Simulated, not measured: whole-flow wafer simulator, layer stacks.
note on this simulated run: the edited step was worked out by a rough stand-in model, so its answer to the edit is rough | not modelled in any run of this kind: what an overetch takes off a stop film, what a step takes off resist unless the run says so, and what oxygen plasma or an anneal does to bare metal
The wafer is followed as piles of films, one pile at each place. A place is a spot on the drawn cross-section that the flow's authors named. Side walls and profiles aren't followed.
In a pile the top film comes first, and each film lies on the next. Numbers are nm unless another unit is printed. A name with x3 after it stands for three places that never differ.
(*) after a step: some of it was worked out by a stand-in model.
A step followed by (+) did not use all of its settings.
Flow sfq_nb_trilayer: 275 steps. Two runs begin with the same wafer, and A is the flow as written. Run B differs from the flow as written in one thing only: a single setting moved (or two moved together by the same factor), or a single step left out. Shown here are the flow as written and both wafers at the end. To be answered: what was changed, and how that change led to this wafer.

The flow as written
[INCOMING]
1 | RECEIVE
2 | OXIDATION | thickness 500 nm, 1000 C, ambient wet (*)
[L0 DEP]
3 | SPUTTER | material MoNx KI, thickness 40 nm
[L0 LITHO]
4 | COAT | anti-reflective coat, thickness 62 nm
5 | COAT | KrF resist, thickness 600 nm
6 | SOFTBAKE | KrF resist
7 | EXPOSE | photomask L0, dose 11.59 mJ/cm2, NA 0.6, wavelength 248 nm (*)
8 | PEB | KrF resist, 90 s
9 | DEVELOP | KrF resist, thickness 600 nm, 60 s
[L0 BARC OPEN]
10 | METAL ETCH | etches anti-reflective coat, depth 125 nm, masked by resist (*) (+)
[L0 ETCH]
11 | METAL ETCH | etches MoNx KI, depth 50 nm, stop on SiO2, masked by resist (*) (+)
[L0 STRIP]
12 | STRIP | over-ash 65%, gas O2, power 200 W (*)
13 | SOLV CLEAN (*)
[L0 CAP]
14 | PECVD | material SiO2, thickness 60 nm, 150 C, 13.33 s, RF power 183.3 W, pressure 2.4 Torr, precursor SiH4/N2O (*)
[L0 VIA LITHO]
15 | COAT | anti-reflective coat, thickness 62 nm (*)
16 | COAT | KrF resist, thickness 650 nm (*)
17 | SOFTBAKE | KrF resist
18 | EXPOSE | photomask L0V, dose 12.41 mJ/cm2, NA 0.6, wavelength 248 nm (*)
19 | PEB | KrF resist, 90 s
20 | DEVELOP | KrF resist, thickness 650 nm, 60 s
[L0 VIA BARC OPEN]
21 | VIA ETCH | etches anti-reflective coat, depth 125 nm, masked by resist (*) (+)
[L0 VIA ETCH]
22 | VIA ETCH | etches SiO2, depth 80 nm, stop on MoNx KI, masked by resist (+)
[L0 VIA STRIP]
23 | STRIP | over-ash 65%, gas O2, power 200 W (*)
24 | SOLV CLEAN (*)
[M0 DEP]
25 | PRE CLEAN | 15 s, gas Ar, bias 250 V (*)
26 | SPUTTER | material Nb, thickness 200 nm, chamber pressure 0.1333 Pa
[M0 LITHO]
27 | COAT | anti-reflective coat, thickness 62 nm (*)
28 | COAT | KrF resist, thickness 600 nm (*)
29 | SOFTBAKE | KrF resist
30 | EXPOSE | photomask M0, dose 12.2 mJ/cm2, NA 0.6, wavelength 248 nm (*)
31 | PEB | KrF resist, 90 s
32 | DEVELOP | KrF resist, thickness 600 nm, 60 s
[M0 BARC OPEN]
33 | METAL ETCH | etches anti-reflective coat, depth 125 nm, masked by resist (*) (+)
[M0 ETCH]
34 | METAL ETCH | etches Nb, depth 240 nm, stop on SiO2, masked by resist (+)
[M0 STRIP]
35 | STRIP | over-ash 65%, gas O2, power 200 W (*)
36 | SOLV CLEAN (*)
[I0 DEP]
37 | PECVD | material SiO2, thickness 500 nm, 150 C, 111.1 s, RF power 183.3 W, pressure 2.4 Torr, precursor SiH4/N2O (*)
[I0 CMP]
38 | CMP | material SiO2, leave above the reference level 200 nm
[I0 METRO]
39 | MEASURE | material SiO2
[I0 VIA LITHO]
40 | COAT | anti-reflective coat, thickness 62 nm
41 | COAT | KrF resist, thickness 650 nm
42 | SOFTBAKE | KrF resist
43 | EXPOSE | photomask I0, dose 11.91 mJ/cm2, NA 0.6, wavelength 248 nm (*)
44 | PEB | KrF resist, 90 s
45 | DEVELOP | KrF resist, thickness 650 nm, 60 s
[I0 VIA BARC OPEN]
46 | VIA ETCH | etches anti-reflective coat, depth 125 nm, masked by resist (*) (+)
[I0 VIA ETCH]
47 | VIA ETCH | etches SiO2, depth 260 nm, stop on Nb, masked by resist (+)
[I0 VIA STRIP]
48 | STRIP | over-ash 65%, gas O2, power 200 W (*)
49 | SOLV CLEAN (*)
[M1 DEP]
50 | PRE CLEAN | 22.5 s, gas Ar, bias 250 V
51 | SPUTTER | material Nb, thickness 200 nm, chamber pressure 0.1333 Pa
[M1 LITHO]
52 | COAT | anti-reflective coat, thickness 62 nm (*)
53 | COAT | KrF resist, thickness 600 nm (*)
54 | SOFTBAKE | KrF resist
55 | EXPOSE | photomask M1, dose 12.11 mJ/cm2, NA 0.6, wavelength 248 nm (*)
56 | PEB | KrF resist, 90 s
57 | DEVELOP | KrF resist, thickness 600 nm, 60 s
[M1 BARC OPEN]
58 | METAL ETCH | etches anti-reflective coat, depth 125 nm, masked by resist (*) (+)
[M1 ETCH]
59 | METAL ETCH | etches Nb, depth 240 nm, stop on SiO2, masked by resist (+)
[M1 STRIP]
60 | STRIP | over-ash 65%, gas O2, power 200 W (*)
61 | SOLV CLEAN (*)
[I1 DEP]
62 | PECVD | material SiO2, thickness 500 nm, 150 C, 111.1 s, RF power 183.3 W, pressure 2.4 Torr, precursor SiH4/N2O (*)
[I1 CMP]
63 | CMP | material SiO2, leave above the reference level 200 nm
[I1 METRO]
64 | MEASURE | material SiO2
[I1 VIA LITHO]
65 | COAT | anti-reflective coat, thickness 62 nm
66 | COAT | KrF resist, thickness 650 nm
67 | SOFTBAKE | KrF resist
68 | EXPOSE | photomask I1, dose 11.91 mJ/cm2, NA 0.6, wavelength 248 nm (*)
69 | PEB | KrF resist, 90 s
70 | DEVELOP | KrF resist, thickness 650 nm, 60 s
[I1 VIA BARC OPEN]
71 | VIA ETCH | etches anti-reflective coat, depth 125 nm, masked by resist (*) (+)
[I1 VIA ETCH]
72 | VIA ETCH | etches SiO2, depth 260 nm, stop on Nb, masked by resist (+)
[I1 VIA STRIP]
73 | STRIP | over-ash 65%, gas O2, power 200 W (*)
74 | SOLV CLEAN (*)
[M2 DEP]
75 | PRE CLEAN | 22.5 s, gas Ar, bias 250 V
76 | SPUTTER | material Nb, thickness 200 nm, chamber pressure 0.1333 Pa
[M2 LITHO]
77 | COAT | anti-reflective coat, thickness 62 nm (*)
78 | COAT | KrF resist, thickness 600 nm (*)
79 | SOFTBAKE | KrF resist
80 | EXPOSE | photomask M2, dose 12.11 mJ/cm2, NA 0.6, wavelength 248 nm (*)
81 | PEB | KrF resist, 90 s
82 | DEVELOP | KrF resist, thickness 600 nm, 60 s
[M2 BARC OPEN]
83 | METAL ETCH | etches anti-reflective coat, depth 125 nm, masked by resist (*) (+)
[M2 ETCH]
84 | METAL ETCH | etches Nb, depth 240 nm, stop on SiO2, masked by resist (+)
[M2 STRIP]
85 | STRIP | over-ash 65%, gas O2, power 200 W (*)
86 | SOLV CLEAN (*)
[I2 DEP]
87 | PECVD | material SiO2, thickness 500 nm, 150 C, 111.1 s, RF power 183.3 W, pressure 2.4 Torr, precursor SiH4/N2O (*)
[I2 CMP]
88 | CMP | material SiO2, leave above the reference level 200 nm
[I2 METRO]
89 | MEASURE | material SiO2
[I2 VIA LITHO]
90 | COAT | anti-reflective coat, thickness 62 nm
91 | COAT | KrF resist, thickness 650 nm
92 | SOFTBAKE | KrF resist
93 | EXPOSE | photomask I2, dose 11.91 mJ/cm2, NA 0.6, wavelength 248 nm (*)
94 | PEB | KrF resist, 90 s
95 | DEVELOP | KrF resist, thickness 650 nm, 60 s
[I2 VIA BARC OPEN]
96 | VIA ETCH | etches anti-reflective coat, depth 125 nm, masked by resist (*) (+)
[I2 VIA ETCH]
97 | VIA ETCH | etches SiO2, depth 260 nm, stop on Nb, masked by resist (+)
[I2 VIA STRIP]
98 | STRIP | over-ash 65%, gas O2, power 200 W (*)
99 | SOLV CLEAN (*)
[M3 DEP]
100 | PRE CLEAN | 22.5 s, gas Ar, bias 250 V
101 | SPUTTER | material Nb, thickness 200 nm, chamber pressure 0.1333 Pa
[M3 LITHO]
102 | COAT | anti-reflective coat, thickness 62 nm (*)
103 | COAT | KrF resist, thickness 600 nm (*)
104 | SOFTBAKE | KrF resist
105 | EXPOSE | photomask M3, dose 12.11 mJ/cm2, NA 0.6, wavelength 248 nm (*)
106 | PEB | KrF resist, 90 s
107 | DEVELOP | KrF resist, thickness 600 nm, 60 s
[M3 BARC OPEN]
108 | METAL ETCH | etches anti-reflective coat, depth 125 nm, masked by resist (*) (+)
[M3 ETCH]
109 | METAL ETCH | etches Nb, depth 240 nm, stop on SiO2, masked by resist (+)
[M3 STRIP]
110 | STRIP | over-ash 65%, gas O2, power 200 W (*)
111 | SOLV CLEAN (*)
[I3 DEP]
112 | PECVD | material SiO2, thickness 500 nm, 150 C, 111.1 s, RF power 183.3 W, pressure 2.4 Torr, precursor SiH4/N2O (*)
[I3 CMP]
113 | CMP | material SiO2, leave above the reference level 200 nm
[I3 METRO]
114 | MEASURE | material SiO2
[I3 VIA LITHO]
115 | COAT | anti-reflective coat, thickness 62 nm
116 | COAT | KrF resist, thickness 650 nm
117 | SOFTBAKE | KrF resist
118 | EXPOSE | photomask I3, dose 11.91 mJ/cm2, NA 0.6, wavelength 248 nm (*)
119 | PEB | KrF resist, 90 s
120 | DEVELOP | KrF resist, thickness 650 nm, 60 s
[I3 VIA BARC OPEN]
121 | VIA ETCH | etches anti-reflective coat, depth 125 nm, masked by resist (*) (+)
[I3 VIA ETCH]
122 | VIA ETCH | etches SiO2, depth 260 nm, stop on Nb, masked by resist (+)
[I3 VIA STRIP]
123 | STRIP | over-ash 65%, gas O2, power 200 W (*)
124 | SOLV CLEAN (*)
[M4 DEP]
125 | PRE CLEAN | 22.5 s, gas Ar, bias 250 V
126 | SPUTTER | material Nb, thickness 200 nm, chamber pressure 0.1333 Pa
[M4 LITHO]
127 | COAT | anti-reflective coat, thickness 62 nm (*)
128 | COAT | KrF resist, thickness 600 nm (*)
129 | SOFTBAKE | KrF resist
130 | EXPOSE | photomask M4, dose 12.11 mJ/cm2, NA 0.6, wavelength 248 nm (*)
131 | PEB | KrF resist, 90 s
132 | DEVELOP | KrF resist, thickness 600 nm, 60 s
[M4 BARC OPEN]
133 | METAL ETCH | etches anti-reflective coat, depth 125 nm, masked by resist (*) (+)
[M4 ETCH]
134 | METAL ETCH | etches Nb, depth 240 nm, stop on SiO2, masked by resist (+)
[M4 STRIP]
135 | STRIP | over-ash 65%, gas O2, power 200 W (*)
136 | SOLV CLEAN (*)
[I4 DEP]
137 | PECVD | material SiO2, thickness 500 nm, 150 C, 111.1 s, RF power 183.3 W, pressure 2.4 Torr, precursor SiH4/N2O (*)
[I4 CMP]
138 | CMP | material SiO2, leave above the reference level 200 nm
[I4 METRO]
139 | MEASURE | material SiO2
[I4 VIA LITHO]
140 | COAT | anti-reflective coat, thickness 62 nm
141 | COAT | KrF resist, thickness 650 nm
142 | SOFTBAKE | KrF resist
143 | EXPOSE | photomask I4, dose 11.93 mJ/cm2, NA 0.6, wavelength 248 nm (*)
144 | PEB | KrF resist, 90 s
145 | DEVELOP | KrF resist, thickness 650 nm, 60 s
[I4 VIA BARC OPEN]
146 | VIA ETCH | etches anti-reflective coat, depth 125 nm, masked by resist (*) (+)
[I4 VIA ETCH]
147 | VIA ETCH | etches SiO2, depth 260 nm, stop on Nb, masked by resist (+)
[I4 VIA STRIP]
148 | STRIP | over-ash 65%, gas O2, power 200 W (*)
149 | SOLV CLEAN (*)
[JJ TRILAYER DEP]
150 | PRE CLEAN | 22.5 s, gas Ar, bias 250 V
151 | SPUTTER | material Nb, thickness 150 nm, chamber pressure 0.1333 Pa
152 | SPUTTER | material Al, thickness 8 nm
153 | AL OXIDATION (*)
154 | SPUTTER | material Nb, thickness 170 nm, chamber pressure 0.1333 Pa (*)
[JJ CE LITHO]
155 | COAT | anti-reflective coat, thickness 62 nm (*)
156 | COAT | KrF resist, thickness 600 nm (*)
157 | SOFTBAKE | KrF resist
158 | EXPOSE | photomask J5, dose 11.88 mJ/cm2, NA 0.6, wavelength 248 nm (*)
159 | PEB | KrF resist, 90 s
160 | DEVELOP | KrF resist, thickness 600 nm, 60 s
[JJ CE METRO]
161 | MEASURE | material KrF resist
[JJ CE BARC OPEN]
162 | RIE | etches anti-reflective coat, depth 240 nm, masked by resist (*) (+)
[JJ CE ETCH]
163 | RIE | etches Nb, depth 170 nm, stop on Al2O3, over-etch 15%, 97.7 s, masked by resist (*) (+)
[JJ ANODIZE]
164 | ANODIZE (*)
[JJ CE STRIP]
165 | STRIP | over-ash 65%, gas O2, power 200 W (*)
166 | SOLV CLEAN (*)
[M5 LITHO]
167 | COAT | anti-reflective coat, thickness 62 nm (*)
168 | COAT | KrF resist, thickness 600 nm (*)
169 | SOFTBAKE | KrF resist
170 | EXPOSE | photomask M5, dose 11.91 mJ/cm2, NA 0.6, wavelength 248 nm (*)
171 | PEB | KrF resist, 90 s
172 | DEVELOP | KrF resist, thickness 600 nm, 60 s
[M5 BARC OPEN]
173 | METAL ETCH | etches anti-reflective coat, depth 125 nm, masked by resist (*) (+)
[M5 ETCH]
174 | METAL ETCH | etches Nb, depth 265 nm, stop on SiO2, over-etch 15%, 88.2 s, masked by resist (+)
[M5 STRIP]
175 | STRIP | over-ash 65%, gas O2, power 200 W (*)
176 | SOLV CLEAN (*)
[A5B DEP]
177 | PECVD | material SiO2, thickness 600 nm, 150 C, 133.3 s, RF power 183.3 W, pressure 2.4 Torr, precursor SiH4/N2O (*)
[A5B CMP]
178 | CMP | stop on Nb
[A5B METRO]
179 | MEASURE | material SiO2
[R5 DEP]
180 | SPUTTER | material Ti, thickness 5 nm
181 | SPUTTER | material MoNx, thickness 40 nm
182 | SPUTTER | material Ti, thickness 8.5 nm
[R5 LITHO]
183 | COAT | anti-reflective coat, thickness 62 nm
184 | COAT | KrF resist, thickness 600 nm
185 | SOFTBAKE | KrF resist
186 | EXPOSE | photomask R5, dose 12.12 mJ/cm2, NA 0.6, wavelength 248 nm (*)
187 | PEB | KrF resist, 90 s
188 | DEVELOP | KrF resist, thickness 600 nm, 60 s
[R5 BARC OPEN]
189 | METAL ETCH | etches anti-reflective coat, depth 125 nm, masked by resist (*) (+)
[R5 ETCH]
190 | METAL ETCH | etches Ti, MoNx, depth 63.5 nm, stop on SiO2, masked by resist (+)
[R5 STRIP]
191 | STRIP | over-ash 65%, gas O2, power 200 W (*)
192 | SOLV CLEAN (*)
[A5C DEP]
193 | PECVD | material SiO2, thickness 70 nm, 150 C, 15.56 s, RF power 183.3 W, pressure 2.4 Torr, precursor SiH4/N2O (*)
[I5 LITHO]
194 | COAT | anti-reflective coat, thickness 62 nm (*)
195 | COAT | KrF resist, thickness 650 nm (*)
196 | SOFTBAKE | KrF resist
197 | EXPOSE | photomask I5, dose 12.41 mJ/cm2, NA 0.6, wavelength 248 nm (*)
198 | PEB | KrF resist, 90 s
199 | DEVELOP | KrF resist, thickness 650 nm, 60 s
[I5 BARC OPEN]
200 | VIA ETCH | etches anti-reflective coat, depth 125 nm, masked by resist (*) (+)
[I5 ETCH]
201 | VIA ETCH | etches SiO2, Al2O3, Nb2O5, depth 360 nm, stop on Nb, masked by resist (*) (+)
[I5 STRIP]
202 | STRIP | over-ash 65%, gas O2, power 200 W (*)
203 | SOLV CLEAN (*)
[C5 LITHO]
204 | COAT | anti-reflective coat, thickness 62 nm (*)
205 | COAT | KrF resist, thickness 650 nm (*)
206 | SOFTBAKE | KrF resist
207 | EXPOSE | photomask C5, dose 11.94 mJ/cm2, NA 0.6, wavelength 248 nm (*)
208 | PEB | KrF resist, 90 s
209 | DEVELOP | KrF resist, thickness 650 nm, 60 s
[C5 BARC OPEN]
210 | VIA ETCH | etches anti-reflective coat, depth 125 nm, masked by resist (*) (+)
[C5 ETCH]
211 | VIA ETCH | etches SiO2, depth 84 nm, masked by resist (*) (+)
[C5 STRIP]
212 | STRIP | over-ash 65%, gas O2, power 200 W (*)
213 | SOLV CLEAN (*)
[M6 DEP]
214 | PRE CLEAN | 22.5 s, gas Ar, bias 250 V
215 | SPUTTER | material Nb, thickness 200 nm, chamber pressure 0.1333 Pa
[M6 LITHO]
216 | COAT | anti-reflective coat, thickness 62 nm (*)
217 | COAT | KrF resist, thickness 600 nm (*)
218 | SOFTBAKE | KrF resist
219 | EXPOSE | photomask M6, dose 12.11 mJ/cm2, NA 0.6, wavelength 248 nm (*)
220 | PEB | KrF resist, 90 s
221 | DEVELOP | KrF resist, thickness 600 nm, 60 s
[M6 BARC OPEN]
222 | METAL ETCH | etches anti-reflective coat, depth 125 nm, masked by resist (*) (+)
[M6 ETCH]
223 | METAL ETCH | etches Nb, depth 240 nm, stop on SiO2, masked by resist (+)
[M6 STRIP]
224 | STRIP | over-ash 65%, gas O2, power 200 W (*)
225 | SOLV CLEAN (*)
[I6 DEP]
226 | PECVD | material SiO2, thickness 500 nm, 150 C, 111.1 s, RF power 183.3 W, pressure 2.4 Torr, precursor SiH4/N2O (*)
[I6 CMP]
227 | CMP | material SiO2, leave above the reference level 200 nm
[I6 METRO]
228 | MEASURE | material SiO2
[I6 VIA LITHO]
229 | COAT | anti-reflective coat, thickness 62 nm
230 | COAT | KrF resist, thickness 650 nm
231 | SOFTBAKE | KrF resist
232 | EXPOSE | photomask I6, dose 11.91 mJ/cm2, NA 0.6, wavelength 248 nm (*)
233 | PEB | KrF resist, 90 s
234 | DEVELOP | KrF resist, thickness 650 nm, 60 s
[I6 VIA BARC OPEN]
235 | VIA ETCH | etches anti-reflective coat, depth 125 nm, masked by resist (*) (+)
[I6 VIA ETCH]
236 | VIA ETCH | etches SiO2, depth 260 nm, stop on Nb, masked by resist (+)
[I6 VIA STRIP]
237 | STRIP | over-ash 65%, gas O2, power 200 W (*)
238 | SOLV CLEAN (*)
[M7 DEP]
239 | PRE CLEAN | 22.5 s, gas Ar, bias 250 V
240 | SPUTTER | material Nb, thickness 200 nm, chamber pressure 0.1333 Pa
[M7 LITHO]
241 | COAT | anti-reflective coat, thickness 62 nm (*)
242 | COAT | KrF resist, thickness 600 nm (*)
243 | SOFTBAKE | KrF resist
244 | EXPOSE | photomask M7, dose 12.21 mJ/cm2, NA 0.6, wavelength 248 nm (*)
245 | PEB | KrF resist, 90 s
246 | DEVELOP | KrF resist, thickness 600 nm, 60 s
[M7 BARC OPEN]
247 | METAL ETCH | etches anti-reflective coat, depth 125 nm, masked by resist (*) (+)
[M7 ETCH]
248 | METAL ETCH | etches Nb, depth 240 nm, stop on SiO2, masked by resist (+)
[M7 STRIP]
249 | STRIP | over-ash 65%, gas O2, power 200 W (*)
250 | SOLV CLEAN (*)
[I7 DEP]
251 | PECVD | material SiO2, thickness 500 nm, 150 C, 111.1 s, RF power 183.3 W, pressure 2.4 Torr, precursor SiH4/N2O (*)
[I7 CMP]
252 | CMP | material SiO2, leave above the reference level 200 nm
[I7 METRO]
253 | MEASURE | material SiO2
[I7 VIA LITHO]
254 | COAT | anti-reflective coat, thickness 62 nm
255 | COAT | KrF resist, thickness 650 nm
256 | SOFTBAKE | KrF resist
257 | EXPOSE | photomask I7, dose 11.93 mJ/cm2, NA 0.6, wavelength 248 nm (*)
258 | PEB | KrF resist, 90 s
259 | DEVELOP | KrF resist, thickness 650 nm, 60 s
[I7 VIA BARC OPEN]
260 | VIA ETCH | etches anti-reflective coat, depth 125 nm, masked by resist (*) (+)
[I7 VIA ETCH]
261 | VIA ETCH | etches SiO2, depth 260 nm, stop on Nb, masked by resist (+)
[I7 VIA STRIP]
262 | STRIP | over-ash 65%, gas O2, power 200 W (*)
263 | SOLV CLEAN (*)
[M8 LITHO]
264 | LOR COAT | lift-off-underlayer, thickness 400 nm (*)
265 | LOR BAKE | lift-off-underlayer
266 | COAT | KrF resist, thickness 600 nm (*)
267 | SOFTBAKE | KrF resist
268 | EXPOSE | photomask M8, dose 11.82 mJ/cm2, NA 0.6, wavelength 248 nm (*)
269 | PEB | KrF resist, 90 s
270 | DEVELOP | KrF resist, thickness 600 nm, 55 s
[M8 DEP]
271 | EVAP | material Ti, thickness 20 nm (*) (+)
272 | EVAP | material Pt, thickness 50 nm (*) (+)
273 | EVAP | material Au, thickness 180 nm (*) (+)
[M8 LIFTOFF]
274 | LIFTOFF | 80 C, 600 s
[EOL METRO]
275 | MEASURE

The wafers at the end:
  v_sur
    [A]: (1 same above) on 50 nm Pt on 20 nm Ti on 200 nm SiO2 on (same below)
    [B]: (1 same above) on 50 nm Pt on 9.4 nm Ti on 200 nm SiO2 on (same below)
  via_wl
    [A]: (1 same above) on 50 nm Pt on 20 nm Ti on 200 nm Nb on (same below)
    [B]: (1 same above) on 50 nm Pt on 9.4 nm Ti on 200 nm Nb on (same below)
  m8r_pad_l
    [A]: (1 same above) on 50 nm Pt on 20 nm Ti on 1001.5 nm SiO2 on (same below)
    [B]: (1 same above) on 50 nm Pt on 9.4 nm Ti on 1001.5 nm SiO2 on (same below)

Cause: step 271, EVAP: thickness 9.4 nm was run, while the flow as written has thickness 20 nm.
The wafer lets one read it off: v_sur has Ti 9.4, and step 271 as written asks for 20 nm.

The path from the change to this, step by step:
  271 | EVAP | material Ti, thickness 20 nm (*) (+)
      field_l, v_sur, via_wl and 103 more: A +20 Ti (new film) | B +9.4 Ti (new film)
  274 | LIFTOFF | 80 C, 600 s
      p4_fl, p4_fm, p4_w1 and 71 more: A -180 Au (all of it), -50 Pt (all of it), -20 Ti (all of it), -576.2 KrF resist (all of it), -400 lift-off-underlayer (all of it) | B -180 Au (all of it), -50 Pt (all of it), -9.4 Ti (all of it), -576.2 KrF resist (all of it), -400 lift-off-underlayer (all of it)
      c5j, ce_r: A -180 Au (all of it), -50 Pt (all of it), -20 Ti (all of it), -573.3 KrF resist (all of it), -399.3 lift-off-underlayer (all of it) | B -180 Au (all of it), -50 Pt (all of it), -9.4 Ti (all of it), -573.3 KrF resist (all of it), -399.3 lift-off-underlayer (all of it)
      (as well as at 19 more places)
